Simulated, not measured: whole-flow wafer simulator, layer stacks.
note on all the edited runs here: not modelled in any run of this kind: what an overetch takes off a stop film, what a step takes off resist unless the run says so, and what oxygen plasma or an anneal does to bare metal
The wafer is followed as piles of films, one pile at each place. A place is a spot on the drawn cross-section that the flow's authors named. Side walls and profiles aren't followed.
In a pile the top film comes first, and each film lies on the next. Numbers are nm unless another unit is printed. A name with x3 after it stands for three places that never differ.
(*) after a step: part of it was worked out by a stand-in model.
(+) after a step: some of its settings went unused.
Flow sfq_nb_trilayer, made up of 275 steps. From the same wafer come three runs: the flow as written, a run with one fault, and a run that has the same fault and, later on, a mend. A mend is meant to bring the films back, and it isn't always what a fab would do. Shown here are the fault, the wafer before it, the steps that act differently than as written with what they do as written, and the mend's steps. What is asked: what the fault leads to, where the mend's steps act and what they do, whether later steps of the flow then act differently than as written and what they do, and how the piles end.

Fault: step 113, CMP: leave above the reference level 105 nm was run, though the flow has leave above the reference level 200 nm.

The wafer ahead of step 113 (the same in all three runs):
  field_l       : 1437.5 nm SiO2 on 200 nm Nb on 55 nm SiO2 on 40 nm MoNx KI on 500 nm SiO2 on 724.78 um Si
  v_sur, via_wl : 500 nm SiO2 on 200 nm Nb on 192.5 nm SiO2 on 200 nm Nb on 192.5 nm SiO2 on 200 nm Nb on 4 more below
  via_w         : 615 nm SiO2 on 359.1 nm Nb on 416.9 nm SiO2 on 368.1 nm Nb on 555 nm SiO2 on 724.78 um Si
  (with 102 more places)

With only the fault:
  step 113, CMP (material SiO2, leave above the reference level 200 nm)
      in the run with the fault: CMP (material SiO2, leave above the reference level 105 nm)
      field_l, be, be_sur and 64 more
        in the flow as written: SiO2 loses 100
        in the run with the fault: SiO2 loses 195
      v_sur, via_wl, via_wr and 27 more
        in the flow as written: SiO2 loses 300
        in the run with the fault: SiO2 loses 395
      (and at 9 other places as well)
  Later steps of the flow acting differently than as written (not shown: 4 more steps that differ only slightly, by at most 2% or 0.5 nm, whichever is larger):
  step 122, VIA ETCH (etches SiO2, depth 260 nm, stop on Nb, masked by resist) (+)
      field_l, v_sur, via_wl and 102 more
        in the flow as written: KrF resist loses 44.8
        in the run with the fault: KrF resist loses 27.1
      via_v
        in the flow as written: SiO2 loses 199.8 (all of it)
        in the run with the fault: SiO2 loses 104.8 (all of it)
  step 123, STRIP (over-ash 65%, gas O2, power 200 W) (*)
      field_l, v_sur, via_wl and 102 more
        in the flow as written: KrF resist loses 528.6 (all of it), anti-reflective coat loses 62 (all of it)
        in the run with the fault: KrF resist loses 546.3 (all of it), anti-reflective coat loses 62 (all of it)
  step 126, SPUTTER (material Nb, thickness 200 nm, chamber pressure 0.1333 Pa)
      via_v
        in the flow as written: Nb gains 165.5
        in the run with the fault: Nb gains 186.7
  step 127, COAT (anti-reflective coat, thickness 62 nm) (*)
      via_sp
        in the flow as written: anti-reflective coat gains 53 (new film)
        in the run with the fault: anti-reflective coat gains 51.8 (new film)
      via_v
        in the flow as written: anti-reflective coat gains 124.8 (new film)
        in the run with the fault: anti-reflective coat gains 107.4 (new film)
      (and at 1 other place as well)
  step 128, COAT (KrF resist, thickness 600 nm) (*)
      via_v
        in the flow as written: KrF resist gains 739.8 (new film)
        in the run with the fault: KrF resist gains 656 (new film)
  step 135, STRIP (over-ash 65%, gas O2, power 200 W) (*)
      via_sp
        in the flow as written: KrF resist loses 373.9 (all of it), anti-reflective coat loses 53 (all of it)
        in the run with the fault: KrF resist loses 382.6 (all of it), anti-reflective coat loses 51.8 (all of it)
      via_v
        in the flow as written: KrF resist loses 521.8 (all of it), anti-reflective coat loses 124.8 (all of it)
        in the run with the fault: KrF resist loses 438.2 (all of it), anti-reflective coat loses 107.4 (all of it)
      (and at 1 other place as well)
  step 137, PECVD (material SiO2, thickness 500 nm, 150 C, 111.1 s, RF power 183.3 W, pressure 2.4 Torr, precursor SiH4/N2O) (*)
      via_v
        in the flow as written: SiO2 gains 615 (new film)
        in the run with the fault: SiO2 gains 500 (new film)
  At field_l, v_sur, via_wl and 103 more, the piles at the end differ from the flow's by more than 2% or 0.5 nm, whichever is larger.
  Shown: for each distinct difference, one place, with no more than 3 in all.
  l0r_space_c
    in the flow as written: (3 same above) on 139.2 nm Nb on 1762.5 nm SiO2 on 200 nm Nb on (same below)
    in the run with the fault: (3 same above) on 139.2 nm Nb on 1667.5 nm SiO2 on 200 nm Nb on (same below)
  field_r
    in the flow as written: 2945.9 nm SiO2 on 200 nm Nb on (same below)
    in the run with the fault: 2850.9 nm SiO2 on 200 nm Nb on (same below)
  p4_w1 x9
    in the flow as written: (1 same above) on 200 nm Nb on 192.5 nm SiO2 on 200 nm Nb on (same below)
    in the run with the fault: (1 same above) on 200 nm Nb on 97.5 nm SiO2 on 200 nm Nb on (same below)

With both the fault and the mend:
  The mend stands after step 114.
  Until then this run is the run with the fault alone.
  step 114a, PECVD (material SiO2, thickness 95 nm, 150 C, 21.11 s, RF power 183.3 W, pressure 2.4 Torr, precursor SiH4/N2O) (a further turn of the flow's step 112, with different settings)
      field_l, v_sur, via_wl and 103 more
        SiO2 gains 95
  Every later step of the flow that is run acts as written at every place that is followed.
  By the end, the piles equal the flow's at every place that both follow.
